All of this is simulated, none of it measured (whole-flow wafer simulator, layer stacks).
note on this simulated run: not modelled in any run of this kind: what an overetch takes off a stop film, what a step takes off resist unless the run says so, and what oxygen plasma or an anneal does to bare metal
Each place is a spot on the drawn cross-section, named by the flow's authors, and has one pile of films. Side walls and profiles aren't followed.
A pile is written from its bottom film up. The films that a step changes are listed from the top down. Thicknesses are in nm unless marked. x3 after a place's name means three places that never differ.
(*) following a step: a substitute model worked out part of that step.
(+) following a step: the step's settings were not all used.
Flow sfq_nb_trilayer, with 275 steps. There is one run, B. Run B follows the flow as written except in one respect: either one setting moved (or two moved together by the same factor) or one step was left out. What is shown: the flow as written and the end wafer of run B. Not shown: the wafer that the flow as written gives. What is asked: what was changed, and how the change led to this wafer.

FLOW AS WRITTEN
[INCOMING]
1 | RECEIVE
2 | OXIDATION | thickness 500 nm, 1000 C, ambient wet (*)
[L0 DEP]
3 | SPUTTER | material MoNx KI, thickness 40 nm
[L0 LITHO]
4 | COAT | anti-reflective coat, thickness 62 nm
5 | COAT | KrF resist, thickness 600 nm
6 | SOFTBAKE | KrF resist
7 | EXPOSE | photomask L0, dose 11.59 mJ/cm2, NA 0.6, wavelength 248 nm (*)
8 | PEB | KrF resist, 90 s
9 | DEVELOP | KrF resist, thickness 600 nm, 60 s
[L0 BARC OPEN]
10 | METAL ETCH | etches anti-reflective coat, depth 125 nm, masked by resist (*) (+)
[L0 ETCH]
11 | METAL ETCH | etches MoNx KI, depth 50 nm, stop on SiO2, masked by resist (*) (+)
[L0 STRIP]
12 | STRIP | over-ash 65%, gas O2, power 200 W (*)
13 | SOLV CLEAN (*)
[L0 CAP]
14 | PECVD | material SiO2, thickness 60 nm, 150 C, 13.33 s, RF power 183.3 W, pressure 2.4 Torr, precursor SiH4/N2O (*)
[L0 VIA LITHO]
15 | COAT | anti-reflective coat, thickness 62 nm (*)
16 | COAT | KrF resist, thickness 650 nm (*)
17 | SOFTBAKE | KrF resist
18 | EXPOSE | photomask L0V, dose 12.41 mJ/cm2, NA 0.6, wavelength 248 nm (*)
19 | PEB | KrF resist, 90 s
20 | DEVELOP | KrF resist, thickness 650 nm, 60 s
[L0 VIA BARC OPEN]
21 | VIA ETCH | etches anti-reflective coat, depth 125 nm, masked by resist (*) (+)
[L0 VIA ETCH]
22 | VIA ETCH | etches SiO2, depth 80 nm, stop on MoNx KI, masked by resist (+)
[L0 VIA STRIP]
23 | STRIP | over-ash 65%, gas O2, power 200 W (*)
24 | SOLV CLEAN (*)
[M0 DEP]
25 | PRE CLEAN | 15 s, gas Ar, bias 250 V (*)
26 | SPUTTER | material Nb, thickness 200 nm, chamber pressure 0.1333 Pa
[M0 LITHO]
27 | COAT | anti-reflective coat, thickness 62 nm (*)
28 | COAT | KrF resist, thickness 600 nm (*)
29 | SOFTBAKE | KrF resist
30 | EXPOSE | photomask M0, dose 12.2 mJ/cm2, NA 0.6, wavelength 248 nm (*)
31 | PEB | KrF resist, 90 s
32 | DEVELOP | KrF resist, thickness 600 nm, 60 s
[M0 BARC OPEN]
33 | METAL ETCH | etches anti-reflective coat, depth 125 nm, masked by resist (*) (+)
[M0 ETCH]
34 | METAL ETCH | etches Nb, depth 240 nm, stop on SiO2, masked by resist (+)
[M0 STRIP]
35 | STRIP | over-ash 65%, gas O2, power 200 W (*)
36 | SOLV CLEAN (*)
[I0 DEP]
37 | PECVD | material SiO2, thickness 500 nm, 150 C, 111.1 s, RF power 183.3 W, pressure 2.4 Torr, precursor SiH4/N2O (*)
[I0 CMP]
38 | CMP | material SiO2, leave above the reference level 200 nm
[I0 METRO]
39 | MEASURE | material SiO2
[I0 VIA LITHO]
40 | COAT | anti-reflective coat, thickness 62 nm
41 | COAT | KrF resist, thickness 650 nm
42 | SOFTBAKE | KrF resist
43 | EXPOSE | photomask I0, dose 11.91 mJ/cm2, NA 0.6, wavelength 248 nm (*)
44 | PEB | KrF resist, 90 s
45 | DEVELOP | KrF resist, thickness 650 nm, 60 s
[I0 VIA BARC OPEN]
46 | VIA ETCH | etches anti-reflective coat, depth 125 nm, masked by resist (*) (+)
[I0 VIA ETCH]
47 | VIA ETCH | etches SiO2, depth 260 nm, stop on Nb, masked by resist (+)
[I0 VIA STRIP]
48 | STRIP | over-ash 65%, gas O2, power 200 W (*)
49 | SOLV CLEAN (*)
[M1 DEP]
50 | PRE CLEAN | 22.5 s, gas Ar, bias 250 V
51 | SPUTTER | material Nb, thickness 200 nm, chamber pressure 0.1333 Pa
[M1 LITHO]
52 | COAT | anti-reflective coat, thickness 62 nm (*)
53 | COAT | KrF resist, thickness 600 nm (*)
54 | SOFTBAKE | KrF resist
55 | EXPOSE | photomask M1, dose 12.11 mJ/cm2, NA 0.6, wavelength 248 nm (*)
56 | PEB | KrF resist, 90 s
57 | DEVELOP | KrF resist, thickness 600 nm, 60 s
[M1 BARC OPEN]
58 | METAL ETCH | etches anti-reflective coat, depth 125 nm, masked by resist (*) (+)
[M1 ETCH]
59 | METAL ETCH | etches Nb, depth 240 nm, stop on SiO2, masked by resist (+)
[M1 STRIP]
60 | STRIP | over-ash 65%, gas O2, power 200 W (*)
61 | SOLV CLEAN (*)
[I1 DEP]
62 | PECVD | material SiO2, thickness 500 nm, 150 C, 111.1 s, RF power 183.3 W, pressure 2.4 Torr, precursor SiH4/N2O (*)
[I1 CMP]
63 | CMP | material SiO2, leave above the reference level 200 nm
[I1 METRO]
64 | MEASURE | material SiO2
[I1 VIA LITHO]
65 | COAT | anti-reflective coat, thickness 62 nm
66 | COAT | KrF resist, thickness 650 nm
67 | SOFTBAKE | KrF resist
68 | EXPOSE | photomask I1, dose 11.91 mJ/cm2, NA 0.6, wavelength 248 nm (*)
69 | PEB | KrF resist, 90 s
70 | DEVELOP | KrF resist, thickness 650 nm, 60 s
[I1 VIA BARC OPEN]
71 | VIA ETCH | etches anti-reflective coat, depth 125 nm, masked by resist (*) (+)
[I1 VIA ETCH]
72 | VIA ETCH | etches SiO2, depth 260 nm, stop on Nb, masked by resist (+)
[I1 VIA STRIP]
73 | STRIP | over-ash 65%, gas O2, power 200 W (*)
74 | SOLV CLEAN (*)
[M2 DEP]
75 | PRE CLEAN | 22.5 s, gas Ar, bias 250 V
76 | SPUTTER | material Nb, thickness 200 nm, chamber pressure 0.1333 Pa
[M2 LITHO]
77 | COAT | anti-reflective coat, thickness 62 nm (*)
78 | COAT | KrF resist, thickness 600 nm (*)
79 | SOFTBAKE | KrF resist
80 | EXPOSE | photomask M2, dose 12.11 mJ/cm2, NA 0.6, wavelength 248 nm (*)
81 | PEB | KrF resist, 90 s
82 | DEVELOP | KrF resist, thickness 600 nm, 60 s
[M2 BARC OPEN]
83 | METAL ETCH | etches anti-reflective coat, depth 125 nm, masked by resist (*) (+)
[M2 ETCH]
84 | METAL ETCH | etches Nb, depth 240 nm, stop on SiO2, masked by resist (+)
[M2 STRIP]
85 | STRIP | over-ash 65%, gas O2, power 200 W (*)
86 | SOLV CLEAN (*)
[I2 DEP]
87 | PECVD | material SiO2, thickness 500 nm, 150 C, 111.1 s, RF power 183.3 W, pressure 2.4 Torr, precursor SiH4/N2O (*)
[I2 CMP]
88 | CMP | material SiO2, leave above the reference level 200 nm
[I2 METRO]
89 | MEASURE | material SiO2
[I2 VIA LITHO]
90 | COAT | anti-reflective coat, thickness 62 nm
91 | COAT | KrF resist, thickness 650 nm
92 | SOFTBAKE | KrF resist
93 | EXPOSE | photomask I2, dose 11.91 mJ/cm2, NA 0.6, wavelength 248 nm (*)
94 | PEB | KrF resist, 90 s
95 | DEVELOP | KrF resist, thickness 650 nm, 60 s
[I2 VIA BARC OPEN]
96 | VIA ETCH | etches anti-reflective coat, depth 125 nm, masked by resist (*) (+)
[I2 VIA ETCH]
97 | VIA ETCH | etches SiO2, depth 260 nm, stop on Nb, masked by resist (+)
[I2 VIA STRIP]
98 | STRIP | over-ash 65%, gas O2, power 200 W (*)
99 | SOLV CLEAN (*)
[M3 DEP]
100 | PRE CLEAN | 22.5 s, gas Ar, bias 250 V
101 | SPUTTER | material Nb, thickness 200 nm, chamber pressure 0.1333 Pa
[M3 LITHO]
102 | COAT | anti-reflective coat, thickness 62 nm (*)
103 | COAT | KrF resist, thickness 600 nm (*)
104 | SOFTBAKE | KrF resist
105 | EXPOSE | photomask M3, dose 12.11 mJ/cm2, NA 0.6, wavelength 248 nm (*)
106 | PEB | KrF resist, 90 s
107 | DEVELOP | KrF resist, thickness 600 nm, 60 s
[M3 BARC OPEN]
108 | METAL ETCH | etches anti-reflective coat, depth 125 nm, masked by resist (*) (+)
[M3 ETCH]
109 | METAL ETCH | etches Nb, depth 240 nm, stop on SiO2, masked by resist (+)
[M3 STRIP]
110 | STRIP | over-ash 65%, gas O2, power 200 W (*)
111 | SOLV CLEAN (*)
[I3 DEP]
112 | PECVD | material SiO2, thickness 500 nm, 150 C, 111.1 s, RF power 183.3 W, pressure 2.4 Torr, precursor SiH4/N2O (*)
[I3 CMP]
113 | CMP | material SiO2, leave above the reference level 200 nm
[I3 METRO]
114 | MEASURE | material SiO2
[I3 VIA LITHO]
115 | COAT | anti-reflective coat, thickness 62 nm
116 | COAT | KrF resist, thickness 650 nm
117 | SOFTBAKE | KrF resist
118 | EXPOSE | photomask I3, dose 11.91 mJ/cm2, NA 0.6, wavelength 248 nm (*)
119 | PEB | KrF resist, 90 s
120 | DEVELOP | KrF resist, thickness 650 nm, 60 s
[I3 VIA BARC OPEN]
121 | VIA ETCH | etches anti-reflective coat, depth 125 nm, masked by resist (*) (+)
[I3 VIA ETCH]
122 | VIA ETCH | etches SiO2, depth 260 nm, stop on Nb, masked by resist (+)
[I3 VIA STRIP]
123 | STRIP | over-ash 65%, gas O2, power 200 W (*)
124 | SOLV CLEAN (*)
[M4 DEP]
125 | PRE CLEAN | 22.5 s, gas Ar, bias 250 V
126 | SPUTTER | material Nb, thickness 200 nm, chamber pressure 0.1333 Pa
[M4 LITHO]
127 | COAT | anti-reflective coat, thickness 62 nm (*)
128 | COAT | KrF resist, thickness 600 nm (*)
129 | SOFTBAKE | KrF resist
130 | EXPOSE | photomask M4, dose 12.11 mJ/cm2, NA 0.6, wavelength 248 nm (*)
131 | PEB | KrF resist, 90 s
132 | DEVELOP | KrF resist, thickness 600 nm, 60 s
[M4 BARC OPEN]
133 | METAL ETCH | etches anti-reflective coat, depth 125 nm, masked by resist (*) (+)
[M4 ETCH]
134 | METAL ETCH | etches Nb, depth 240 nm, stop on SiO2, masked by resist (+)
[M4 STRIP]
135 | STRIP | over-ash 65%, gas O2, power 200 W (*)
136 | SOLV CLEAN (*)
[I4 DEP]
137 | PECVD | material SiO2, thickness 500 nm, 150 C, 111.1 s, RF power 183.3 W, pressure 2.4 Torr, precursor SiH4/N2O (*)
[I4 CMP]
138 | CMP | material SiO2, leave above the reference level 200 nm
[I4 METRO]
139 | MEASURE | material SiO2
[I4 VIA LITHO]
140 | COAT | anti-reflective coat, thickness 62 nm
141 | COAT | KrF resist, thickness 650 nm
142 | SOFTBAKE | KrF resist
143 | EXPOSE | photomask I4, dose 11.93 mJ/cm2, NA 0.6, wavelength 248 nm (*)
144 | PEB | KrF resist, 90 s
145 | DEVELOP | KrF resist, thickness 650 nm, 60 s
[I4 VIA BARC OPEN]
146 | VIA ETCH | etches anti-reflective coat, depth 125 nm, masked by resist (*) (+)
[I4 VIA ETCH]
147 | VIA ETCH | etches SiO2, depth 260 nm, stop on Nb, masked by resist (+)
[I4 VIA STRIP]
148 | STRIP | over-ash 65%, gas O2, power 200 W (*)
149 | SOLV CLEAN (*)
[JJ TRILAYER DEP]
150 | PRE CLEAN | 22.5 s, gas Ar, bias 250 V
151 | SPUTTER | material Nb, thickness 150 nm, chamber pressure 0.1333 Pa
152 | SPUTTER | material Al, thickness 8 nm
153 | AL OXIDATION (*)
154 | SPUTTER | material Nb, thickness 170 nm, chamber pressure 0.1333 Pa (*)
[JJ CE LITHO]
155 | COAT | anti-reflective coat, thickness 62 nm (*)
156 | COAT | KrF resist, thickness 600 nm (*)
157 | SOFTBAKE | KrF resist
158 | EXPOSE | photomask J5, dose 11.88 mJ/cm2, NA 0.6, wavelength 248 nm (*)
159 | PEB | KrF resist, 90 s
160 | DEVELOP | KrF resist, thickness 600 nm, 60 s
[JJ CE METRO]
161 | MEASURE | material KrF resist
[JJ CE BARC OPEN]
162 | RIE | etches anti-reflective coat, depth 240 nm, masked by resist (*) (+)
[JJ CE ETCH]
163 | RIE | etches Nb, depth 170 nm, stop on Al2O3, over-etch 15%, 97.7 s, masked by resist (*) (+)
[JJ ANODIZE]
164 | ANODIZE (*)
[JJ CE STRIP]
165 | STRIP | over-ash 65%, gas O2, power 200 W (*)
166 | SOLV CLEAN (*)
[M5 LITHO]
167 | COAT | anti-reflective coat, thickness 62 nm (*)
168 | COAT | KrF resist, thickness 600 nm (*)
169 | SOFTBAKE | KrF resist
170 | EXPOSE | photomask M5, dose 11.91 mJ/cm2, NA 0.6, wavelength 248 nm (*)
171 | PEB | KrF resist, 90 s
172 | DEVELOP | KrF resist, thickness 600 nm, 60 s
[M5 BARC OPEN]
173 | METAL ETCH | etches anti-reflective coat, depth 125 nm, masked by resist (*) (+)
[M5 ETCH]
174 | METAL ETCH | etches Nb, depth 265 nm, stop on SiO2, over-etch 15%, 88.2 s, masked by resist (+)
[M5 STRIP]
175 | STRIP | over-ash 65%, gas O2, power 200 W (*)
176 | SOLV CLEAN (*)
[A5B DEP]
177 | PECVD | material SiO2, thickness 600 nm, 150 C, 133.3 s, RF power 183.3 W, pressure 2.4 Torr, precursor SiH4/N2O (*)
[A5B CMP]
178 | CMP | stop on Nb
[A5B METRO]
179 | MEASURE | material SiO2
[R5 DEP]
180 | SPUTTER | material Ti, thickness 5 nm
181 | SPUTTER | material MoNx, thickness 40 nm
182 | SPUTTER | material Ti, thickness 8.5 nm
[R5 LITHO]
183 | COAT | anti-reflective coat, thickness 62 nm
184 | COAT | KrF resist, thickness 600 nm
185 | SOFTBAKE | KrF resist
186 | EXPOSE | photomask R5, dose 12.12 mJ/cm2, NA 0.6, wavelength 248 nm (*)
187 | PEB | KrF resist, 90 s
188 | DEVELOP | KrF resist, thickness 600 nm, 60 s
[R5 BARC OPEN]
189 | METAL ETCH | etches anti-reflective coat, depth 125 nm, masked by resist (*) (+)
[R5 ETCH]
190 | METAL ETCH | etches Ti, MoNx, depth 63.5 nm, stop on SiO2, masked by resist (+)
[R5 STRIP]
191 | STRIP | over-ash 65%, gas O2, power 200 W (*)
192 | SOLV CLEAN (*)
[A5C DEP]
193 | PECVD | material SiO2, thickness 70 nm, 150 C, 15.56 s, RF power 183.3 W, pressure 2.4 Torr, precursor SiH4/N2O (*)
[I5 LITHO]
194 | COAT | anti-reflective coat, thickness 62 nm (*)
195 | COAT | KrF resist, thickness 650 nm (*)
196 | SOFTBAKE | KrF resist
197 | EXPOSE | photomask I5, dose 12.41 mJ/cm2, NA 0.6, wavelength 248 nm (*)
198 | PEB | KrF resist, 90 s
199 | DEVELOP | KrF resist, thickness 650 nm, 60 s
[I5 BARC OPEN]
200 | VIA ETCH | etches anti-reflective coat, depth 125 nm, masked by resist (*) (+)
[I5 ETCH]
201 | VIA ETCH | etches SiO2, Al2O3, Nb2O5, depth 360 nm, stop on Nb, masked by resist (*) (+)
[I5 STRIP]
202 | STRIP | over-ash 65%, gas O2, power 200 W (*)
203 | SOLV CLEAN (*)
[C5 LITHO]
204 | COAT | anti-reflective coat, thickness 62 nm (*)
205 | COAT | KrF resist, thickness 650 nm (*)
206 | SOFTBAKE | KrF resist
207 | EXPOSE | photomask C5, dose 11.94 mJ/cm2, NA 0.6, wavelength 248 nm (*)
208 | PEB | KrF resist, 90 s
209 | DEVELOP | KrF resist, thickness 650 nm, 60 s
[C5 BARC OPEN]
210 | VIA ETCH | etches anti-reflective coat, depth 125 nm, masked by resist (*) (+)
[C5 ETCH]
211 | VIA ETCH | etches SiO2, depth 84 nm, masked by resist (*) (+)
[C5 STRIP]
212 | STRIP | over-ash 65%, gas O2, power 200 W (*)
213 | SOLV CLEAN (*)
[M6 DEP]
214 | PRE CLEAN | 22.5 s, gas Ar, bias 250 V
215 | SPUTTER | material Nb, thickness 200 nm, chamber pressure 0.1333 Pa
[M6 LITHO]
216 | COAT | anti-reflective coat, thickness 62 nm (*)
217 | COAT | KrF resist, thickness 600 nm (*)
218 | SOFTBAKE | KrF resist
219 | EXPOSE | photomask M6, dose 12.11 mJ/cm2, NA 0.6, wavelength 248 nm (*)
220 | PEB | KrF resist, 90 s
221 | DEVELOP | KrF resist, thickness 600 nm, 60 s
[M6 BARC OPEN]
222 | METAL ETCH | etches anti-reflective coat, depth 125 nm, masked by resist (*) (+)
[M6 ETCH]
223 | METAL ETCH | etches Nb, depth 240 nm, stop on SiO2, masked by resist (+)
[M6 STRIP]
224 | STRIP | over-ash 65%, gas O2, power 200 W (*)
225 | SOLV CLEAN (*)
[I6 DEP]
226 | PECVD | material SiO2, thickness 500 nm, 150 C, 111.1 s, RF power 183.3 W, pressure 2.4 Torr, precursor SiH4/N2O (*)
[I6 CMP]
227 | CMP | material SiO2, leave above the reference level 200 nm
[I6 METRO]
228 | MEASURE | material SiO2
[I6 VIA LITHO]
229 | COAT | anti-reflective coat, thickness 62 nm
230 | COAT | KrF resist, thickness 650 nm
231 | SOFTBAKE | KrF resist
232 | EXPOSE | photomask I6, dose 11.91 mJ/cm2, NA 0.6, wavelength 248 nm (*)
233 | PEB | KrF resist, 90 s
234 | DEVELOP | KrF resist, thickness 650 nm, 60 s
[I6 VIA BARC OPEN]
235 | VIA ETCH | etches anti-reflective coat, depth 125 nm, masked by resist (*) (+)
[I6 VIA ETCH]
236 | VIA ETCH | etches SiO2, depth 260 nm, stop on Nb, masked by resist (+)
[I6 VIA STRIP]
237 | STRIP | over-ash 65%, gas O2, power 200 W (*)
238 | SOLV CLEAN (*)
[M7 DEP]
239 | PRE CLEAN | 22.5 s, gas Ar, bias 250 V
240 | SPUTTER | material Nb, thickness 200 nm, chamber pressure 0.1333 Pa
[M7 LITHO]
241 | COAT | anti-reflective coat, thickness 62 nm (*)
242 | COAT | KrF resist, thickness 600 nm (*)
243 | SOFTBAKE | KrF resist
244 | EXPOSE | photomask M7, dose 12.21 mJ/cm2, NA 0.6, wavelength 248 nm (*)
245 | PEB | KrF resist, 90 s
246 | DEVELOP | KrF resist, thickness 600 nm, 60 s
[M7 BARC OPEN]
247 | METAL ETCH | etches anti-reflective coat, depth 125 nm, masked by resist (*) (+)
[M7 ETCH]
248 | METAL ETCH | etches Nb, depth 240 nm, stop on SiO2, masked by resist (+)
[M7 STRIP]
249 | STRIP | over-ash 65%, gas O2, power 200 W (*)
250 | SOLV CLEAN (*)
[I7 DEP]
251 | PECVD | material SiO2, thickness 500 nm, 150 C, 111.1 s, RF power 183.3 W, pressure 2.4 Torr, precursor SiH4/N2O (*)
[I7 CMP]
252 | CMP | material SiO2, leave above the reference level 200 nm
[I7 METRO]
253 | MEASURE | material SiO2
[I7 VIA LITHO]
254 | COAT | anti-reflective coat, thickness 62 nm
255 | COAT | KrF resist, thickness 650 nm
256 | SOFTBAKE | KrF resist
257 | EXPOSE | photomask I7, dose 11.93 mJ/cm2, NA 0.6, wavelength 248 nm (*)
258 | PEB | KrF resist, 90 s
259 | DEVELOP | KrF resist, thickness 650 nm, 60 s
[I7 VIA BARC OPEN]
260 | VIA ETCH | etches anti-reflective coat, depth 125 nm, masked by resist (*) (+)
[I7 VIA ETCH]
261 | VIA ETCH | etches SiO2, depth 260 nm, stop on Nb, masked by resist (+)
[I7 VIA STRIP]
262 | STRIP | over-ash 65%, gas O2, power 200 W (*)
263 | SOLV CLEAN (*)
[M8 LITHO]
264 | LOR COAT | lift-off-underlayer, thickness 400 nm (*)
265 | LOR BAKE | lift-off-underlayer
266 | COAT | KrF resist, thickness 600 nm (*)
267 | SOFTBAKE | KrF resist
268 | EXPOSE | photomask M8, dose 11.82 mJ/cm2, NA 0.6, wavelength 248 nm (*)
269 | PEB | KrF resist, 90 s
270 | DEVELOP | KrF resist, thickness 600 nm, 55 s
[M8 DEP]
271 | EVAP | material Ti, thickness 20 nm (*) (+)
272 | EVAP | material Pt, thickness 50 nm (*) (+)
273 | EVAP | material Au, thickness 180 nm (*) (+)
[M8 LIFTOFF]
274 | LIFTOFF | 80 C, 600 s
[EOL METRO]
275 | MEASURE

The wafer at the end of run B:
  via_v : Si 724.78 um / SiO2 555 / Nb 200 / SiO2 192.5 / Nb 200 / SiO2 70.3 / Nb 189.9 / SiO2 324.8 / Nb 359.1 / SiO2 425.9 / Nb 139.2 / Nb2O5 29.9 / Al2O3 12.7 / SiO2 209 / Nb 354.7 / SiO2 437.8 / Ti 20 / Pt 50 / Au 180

The reason: step 72, VIA ETCH: depth 122 nm was run, though the flow has depth 260 nm.

The path from the change to this, step by step:
  72 | VIA ETCH | etches SiO2, depth 260 nm, stop on Nb, masked by resist (+)
      via_v: SiO2 loses 122 (in the flow as written it would be: SiO2 loses 199.8 (all of it))
      field_l, v_sur, via_wl and 102 more: KrF resist loses 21 (in the flow as written it would be: KrF resist loses 44.8)
  73 | STRIP | over-ash 65%, gas O2, power 200 W (*)
      field_l, v_sur, via_wl and 102 more: KrF resist loses 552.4 (all of it), anti-reflective coat loses 62 (all of it) (in the flow as written it would be: KrF resist loses 528.6 (all of it), anti-reflective coat loses 62 (all of it))
  75 | PRE CLEAN | 22.5 s, gas Ar, bias 250 V
      via_v: SiO2 loses 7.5 (in the flow as written it would be: Nb loses 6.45)
  76 | SPUTTER | material Nb, thickness 200 nm, chamber pressure 0.1333 Pa
      via_v: Nb gains 189.9 (new film) (in the flow as written it would be: Nb gains 174.5)
  77 | COAT | anti-reflective coat, thickness 62 nm (*)
      via_sp: anti-reflective coat gains 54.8 (new film) (in the flow as written it would be: anti-reflective coat gains 53.2 (new film))
      via_v: anti-reflective coat gains 105.7 (new film) (in the flow as written it would be: anti-reflective coat gains 123.1 (new film))
      (and at 1 other place as well)
  78 | COAT | KrF resist, thickness 600 nm (*)
      via_v: KrF resist gains 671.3 (new film) (in the flow as written it would be: KrF resist gains 733.7 (new film))
  85 | STRIP | over-ash 65%, gas O2, power 200 W (*)
      via_sp: KrF resist loses 379.5 (all of it), anti-reflective coat loses 54.8 (all of it) (in the flow as written it would be: KrF resist loses 374.4 (all of it), anti-reflective coat loses 53.2 (all of it))
      via_v: KrF resist loses 453.5 (all of it), anti-reflective coat loses 105.7 (all of it) (in the flow as written it would be: KrF resist loses 515.8 (all of it), anti-reflective coat loses 123.1 (all of it))
      (and at 1 other place as well)
  87 | PECVD | material SiO2, thickness 500 nm, 150 C, 111.1 s, RF power 183.3 W, pressure 2.4 Torr, precursor SiH4/N2O (*)
      via_v: SiO2 gains 500 (new film) (in the flow as written it would be: SiO2 gains 606 (new film))
  88 | CMP | material SiO2, leave above the reference level 200 nm
      via_v: SiO2 loses 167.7 (in the flow as written it would be: SiO2 loses 181.6)
If metal films that touch count as one body, via_v has 7 bodies (between them, from the top down: SiO2 437.8; SiO2 209 / Al2O3 12.7 / Nb2O5 29.9; SiO2 425.9; SiO2 324.8; SiO2 70.3; SiO2 192.5); the flow as written gives 6 bodies (between them, from the top down: SiO2 437.8; SiO2 209 / Al2O3 12.7 / Nb2O5 29.9; SiO2 425.9; SiO2 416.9; SiO2 192.5).
